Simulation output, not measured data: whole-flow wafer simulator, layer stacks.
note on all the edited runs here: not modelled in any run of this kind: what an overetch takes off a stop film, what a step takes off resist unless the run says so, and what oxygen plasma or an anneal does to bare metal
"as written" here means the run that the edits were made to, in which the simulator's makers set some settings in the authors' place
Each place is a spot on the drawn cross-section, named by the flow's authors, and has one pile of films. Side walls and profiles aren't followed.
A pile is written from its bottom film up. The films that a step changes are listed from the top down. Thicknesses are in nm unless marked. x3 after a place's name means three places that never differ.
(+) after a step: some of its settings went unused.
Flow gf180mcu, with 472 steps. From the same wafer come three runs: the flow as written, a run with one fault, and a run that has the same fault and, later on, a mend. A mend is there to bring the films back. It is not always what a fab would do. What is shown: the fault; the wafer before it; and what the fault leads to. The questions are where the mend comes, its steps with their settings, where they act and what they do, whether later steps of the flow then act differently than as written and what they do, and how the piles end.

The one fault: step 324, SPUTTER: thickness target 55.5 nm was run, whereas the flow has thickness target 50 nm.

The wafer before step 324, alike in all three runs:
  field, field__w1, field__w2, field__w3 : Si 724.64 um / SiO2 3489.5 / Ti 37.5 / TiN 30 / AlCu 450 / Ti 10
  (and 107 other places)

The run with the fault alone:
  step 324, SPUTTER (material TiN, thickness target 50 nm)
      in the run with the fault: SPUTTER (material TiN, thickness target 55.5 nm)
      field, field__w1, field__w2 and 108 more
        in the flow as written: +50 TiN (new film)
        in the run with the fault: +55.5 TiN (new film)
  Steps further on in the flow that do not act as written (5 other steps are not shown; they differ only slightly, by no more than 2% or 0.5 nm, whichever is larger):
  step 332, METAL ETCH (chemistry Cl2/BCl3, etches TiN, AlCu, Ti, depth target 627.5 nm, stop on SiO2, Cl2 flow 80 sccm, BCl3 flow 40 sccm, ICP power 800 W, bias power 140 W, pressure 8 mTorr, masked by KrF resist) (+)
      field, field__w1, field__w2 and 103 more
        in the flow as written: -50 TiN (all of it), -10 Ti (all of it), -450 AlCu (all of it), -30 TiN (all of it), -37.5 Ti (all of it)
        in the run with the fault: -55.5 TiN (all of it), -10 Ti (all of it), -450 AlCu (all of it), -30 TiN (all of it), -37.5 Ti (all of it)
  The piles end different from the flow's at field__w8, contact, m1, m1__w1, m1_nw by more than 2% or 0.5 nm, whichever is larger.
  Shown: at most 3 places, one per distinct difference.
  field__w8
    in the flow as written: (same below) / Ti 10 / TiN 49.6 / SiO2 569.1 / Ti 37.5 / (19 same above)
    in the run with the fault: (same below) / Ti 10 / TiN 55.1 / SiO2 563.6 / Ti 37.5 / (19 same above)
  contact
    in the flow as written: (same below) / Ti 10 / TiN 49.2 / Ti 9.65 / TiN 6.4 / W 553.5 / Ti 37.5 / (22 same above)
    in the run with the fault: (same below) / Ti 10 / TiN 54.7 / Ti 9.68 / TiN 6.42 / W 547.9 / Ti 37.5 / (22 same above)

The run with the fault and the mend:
  The mend stands after step 324.
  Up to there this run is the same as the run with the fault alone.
  step 324a, METAL ETCH (chemistry Cl2/BCl3, etches TiN, AlCu, Ti, depth target 5.5 nm, Cl2 flow 80 sccm, BCl3 flow 40 sccm, ICP power 800 W, bias power 140 W, pressure 8 mTorr) (the flow's step 260 again, with other settings)
      field, field__w1, field__w2 and 108 more
        -5.5 TiN
  Later steps of the flow that are run all act as written at every place that is followed.
  At every place that both follow, the piles at the end match the flow's.
